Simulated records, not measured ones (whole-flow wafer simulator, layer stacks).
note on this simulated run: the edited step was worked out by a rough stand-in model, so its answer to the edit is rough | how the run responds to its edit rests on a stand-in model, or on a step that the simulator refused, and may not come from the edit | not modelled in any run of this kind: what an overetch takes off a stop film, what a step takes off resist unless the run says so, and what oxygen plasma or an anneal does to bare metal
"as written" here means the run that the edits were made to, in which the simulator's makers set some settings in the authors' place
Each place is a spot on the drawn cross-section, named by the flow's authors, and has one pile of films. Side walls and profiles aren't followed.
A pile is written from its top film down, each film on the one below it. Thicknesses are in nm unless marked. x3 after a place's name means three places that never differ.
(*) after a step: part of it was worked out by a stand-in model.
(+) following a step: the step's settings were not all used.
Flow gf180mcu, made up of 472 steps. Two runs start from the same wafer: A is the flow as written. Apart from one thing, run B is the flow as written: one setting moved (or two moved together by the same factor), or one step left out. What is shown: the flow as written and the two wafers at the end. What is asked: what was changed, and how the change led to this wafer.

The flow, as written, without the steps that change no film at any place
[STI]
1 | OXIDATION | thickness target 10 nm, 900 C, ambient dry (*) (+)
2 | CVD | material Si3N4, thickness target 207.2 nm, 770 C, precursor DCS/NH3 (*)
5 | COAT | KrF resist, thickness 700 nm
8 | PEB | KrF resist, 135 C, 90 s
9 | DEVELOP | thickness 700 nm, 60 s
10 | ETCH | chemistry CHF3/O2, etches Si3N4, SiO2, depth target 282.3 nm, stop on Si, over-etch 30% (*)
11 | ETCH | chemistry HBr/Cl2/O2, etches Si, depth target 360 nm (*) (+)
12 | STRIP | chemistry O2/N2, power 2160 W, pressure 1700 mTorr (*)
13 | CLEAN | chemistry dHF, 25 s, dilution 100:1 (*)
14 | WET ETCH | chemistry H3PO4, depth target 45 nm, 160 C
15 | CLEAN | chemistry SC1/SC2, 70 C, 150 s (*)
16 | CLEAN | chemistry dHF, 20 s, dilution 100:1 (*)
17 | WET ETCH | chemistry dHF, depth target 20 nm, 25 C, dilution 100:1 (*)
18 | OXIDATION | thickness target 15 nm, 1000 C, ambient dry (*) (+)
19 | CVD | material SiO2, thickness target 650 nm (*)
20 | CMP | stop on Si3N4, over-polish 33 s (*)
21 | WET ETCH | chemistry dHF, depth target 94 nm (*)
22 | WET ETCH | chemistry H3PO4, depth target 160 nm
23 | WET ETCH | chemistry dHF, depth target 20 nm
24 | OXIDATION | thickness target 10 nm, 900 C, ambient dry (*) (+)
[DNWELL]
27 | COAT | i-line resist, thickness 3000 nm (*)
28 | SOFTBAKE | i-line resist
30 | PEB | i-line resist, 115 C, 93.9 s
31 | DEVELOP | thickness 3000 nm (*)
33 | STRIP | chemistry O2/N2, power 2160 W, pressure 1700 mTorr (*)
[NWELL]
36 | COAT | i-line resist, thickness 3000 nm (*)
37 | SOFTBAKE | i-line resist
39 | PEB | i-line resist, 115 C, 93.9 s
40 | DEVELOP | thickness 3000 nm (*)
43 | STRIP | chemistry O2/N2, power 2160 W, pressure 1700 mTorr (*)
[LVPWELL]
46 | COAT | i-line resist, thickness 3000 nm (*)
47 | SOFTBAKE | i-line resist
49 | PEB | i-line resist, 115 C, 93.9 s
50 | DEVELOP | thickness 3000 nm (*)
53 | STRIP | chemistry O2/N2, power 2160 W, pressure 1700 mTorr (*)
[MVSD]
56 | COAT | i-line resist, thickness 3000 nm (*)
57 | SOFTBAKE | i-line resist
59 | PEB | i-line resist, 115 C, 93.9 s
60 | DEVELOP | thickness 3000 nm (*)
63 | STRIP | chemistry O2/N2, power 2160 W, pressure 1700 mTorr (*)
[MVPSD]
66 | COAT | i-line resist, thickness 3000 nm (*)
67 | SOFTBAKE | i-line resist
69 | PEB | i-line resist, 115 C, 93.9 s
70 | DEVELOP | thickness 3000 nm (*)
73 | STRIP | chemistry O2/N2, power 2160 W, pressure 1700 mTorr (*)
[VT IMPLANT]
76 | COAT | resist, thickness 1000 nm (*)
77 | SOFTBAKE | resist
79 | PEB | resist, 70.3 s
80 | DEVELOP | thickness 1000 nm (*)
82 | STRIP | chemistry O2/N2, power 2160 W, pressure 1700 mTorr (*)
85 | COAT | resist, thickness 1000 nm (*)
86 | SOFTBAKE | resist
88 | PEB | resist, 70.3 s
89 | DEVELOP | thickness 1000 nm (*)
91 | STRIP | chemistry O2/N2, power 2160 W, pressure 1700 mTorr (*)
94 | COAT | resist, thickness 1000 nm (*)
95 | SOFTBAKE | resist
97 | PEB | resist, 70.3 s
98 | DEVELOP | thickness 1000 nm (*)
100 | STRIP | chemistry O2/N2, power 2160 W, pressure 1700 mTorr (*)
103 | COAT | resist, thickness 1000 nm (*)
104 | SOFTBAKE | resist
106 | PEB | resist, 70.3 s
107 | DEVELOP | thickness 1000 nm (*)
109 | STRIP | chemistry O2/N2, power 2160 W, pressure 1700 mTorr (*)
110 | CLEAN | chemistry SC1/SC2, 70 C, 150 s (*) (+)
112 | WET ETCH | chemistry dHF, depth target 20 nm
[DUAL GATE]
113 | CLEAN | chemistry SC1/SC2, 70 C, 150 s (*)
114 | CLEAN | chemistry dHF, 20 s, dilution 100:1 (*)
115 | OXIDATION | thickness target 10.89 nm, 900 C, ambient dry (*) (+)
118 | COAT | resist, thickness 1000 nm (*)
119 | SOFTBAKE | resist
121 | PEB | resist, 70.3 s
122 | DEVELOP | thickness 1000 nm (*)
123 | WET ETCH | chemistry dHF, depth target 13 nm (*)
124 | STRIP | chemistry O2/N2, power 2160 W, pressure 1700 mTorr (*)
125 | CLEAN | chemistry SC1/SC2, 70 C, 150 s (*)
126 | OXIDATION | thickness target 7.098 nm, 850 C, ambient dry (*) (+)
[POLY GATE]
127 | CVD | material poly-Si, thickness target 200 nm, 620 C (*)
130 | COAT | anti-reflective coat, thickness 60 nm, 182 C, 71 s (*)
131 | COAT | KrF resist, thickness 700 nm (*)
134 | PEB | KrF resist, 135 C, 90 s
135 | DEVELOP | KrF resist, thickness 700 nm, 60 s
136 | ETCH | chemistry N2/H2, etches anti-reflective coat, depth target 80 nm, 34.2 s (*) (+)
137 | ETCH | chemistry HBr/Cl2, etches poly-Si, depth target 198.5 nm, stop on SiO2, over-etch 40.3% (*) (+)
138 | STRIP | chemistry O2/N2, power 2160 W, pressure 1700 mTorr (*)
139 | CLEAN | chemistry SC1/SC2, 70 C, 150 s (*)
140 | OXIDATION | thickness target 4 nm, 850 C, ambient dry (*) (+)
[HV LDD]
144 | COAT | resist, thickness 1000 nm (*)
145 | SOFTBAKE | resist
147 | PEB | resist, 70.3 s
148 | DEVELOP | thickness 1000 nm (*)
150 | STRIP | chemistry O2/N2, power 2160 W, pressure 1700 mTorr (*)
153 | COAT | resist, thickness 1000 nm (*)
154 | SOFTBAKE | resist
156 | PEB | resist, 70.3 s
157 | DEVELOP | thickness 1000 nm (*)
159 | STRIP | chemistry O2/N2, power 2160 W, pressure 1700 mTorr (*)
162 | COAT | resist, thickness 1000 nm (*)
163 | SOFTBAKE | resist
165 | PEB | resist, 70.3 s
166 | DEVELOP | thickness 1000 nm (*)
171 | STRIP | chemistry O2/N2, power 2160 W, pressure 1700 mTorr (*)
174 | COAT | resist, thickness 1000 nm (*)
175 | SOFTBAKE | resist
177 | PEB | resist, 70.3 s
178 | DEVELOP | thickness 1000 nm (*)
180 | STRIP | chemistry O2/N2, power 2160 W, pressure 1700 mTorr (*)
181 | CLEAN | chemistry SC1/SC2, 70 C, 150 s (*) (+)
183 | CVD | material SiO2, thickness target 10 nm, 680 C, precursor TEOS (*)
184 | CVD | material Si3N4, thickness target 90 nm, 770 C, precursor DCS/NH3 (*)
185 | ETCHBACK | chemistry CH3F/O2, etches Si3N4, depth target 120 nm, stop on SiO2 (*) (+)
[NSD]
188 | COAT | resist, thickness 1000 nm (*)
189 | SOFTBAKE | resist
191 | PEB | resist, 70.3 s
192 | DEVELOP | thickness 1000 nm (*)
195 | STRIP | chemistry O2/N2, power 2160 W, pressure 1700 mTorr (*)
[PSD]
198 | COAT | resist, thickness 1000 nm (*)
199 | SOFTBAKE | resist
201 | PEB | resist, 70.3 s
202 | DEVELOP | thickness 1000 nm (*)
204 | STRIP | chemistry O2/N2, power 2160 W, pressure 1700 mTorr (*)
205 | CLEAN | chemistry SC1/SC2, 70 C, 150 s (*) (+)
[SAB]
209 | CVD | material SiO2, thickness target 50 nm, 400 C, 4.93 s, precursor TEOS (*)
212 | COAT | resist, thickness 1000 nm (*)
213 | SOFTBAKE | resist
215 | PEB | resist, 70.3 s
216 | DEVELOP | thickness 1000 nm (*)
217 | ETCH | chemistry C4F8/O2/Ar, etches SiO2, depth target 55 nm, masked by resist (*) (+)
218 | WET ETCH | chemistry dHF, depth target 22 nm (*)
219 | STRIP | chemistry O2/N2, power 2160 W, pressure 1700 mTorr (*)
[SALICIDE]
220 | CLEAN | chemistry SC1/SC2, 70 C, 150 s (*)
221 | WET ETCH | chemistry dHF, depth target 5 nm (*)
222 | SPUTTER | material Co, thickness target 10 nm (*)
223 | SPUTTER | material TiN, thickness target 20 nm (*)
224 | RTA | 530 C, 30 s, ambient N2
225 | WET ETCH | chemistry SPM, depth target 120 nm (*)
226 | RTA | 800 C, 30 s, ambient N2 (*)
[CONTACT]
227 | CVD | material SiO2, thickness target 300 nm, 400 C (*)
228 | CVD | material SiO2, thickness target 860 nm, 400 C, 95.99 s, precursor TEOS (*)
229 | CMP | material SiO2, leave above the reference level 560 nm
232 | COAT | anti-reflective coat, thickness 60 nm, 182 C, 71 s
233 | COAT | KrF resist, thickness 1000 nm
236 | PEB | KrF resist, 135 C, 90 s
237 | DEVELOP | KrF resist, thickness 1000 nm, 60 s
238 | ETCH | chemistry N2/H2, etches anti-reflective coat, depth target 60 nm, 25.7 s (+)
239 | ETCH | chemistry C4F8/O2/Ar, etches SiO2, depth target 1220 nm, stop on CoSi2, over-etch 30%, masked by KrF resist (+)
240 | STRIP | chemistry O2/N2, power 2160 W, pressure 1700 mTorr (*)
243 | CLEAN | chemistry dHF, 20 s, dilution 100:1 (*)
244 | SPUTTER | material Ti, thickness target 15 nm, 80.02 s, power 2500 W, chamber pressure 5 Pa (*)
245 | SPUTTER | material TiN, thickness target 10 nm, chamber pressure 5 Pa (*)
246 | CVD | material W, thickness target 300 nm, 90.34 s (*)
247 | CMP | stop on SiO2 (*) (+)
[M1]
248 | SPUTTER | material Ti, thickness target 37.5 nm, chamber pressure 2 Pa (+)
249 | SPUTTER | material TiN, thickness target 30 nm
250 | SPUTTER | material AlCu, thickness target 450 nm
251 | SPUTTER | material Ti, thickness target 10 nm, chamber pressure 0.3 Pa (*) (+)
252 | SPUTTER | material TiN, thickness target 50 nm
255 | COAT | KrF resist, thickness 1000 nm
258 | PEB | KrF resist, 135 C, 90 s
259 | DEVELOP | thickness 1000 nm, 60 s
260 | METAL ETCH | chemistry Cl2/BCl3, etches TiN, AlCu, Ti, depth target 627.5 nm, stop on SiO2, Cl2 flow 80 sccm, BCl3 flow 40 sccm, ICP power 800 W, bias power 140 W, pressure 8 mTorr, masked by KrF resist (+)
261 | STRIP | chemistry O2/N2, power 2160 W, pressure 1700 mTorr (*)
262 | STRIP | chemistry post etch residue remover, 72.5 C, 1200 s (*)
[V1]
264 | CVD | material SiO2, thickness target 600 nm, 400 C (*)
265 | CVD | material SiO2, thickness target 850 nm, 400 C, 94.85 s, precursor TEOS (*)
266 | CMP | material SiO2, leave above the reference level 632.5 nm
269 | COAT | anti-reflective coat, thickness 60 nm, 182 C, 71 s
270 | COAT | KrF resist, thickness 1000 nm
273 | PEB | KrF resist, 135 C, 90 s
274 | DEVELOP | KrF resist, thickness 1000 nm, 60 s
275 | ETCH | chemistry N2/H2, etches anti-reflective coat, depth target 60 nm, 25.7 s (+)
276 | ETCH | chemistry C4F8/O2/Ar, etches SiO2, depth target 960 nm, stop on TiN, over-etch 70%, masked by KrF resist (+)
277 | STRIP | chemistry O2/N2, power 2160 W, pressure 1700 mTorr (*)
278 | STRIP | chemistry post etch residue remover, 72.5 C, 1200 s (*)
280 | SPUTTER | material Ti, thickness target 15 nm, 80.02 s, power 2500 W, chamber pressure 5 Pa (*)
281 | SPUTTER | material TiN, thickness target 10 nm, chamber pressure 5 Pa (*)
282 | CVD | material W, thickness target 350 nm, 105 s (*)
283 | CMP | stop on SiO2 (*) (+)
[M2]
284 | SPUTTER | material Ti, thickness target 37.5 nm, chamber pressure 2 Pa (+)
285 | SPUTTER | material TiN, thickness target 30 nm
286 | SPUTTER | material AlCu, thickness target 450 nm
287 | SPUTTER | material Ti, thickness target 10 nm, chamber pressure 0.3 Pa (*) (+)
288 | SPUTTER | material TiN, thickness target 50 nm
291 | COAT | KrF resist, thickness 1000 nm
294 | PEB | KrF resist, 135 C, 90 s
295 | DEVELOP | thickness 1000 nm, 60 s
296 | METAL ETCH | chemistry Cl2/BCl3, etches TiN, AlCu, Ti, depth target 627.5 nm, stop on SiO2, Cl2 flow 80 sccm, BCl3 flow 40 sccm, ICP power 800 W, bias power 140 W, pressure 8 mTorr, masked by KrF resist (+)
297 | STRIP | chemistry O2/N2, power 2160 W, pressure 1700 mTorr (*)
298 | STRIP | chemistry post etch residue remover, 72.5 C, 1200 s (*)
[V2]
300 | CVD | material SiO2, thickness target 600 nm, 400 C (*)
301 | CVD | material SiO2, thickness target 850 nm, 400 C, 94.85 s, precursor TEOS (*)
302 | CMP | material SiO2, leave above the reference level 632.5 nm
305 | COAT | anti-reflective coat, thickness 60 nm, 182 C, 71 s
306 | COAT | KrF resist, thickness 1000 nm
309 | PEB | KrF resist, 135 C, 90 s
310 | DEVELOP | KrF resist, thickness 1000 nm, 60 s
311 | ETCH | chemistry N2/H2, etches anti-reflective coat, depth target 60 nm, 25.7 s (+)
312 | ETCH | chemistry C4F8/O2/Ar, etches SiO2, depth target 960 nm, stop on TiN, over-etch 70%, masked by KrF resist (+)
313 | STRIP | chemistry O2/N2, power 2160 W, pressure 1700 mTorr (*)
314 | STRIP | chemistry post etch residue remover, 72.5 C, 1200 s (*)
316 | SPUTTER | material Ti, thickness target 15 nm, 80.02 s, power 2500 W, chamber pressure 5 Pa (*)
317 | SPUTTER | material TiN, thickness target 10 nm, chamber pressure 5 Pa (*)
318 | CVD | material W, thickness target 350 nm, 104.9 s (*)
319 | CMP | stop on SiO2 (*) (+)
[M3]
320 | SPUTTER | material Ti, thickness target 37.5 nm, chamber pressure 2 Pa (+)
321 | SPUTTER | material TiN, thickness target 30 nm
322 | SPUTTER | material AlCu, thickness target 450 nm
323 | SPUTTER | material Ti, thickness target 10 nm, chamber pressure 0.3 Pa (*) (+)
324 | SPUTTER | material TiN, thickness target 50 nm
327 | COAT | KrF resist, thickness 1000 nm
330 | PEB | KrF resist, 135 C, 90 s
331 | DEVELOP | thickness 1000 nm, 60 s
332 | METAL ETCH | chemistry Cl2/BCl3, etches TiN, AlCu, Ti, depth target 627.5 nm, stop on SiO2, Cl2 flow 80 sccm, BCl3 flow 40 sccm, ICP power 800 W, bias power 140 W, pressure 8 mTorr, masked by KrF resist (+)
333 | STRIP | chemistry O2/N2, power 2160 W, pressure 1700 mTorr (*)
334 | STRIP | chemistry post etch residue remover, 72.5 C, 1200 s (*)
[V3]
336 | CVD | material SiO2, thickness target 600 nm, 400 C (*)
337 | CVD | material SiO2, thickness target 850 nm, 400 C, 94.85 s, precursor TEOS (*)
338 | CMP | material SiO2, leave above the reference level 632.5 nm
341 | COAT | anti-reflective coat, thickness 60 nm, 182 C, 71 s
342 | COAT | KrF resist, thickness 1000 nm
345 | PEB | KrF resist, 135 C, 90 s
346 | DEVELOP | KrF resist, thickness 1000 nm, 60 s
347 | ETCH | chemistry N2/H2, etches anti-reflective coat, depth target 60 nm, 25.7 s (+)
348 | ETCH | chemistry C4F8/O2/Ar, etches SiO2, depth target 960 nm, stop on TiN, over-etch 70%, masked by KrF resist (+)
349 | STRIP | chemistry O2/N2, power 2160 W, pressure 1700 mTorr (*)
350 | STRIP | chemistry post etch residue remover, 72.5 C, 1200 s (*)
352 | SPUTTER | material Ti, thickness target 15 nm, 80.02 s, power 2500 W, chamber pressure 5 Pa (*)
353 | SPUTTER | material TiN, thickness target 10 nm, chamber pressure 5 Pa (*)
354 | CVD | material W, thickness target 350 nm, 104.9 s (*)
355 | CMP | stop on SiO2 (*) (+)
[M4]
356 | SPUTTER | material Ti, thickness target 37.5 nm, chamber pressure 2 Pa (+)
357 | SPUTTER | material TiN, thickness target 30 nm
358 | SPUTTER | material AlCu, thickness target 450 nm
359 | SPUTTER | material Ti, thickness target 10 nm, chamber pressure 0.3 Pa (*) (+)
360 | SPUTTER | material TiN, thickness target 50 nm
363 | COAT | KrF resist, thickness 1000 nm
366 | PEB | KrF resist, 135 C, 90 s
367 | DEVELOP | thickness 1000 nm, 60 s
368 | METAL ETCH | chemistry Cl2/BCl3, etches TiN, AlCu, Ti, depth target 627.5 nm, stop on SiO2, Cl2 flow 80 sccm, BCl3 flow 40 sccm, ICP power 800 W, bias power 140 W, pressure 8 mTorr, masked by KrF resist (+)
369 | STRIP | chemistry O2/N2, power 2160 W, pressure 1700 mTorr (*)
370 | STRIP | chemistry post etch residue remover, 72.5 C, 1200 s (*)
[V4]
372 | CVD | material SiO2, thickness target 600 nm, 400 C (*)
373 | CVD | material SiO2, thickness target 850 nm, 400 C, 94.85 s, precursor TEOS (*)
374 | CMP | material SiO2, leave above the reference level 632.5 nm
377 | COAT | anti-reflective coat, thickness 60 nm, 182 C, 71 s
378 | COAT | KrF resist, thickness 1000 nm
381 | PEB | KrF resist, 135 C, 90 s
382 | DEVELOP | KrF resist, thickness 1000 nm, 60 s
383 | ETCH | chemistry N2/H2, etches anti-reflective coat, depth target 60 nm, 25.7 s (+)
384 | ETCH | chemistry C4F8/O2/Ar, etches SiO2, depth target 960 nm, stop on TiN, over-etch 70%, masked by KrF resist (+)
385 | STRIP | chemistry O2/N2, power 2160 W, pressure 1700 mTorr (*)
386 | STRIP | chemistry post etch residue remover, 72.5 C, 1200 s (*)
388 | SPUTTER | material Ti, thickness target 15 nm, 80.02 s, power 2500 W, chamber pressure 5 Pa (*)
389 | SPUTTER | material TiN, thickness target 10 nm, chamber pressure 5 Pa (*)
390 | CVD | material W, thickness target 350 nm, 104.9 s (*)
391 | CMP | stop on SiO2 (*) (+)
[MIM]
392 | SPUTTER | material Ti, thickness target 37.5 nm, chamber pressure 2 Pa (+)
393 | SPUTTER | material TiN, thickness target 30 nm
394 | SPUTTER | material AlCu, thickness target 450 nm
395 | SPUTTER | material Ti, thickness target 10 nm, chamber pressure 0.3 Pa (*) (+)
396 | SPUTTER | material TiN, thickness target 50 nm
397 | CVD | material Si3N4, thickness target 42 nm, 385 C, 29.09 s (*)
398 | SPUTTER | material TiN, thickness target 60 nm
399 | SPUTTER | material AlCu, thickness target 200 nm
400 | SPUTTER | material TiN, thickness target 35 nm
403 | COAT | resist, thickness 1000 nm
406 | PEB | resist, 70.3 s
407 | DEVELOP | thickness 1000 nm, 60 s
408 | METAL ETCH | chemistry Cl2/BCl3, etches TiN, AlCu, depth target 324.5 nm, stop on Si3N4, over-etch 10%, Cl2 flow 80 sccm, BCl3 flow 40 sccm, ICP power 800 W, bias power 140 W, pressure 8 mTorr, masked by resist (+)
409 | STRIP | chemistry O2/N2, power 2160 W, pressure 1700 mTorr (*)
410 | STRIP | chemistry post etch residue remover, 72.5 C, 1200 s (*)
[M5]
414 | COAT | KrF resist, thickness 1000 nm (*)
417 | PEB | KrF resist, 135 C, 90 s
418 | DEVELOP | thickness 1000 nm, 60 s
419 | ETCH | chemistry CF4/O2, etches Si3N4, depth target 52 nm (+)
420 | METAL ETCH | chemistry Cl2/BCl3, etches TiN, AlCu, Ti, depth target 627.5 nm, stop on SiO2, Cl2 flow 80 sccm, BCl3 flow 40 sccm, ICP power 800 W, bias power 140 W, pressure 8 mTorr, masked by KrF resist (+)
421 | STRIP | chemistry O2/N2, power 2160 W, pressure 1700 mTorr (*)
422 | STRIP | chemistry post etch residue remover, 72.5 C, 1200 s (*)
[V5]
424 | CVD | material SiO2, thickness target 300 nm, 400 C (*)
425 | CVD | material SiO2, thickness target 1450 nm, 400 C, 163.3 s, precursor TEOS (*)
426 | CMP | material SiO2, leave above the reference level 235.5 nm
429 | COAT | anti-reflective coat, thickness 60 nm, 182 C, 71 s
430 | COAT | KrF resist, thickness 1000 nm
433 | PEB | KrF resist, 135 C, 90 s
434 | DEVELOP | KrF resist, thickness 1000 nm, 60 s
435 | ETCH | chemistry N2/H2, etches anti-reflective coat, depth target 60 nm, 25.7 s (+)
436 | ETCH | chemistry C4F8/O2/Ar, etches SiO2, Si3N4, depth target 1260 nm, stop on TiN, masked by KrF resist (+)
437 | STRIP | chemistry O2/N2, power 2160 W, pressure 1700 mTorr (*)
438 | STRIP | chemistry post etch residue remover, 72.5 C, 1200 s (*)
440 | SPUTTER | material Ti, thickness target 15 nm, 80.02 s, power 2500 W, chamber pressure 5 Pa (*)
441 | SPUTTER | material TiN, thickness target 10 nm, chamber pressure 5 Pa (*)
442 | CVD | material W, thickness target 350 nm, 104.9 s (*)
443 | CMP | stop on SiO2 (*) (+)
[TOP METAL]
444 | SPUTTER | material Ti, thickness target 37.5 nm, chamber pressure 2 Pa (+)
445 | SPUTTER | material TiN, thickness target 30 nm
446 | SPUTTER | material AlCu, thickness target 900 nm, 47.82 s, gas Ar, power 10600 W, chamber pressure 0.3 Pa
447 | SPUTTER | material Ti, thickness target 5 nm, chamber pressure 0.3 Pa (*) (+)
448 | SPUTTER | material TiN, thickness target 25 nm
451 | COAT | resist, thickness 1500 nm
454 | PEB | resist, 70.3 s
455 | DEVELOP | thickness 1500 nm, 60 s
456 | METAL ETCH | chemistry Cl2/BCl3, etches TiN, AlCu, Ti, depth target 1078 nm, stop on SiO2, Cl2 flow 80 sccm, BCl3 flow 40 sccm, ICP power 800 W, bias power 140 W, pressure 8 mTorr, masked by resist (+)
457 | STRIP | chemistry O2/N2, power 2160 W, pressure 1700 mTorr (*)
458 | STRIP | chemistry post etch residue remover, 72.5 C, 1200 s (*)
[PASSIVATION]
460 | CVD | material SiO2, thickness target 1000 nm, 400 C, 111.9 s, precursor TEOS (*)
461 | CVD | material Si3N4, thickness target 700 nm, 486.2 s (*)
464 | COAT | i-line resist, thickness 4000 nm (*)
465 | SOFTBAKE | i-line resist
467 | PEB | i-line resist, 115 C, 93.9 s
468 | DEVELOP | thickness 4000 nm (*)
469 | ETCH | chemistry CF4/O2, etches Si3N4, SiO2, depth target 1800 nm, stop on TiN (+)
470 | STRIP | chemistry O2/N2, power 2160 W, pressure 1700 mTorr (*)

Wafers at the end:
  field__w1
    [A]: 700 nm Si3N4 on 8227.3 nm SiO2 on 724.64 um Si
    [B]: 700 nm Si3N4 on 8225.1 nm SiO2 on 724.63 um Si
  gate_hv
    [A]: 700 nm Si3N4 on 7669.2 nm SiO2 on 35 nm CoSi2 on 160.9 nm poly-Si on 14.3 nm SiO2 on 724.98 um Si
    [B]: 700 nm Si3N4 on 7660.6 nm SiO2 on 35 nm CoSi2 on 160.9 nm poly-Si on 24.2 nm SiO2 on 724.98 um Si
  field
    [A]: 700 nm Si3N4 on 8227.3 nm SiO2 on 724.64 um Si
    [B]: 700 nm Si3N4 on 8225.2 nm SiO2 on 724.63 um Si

What caused this: step 115, OXIDATION: 968 C was run, whereas the flow has 900 C.

The path from the change to this, step by step:
  115 | OXIDATION | thickness target 10.89 nm, 900 C, ambient dry (*) (+)
      active, n_well, p_well and 40 more: A +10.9 SiO2 (new film), -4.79 Si | B +21.4 SiO2 (new film), -9.41 Si
      sti, mim_1p0, pad and 19 more: A +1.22 SiO2, -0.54 Si | B +3.17 SiO2, -1.4 Si
      (also at 27 further places)
  123 | WET ETCH | chemistry dHF, depth target 13 nm (*)
      active, n_well, p_well and 12 more: A -10.9 SiO2 (all of it) | B -13 SiO2
  124 | STRIP | chemistry O2/N2, power 2160 W, pressure 1700 mTorr (*)
      active, n_well, p_well and 12 more: A +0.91 chemical SiO2 (new film), -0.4 Si | B nothing
  126 | OXIDATION | thickness target 7.098 nm, 850 C, ambient dry (*) (+)
      active, n_well, p_well and 12 more: A +7.1 SiO2 (new film), -0.76 chemical SiO2 (all of it), -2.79 Si | B +4.24 SiO2, -1.87 Si
      gate_hv, active_hv, active_nat and 25 more: A +3.72 SiO2, -1.64 Si | B +3.11 SiO2, -1.37 Si
  130 | COAT | anti-reflective coat, thickness 60 nm, 182 C, 71 s (*)
      ldn_src, ldp_drn: A +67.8 anti-reflective coat (new film) | B +66 anti-reflective coat (new film)
      ldn_acc, ldp_acc: A +66.9 anti-reflective coat (new film) | B +65.3 anti-reflective coat (new film)
      (also at 39 further places)
  136 | ETCH | chemistry N2/H2, etches anti-reflective coat, depth target 80 nm, 34.2 s (*) (+)
      ldn_src, ldp_drn: A -67.8 anti-reflective coat (all of it), -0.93 poly-Si | B -66 anti-reflective coat (all of it), -0.97 poly-Si
      ldn_drn, ldp_src: A -67.9 anti-reflective coat (all of it), -0.93 poly-Si | B -66 anti-reflective coat (all of it), -0.97 poly-Si
      (also at 25 further places)
  138 | STRIP | chemistry O2/N2, power 2160 W, pressure 1700 mTorr (*)
      ld_acc_n: A +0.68 chemical SiO2 (new film), -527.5 KrF resist (all of it), -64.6 anti-reflective coat (all of it), -0.3 poly-Si | B +0.68 chemical SiO2 (new film), -527.1 KrF resist (all of it), -62.9 anti-reflective coat (all of it), -0.3 poly-Si
      ld_fp_n: A +0.68 chemical SiO2 (new film), -525.6 KrF resist (all of it), -48.1 anti-reflective coat (all of it), -0.3 poly-Si | B +0.68 chemical SiO2 (new film), -525.8 KrF resist (all of it), -50 anti-reflective coat (all of it), -0.3 poly-Si
      (also at 12 further places)
  189 | SOFTBAKE | resist
      nw_enc_fld_lv__w3: A +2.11 resist | B -1.49 resist
  199 | SOFTBAKE | resist
      nw_enc_fld_lv__w3: A +2.11 resist | B -1.49 resist
  218 | WET ETCH | chemistry dHF, depth target 22 nm (*)
      ldn_tap, ldn_src, ldn_drn, ldp_tap, ldp_src, ldp_drn, ldp_gr: A -16 SiO2 (all of it) | B -22.5 SiO2
      ld_drn_n, ld_sd_p: A -14.8 SiO2 (all of it) | B -22.3 SiO2
      (also at 14 further places)
  219 | STRIP | chemistry O2/N2, power 2160 W, pressure 1700 mTorr (*)
      active_hv, active_nat, ld_sd_n and 10 more: A +0.91 chemical SiO2 (new film), -0.4 Si | B nothing
  221 | WET ETCH | chemistry dHF, depth target 5 nm (*)
      ldn_tap, ldn_src, ldn_drn, ldp_tap, ldp_src, ldp_drn, ldp_gr: A -0.76 chemical SiO2 (all of it) | B -2.51 SiO2
      active_hv: A -0.76 chemical SiO2 (all of it) | B -2.19 SiO2 (all of it)
      (also at 5 further places)
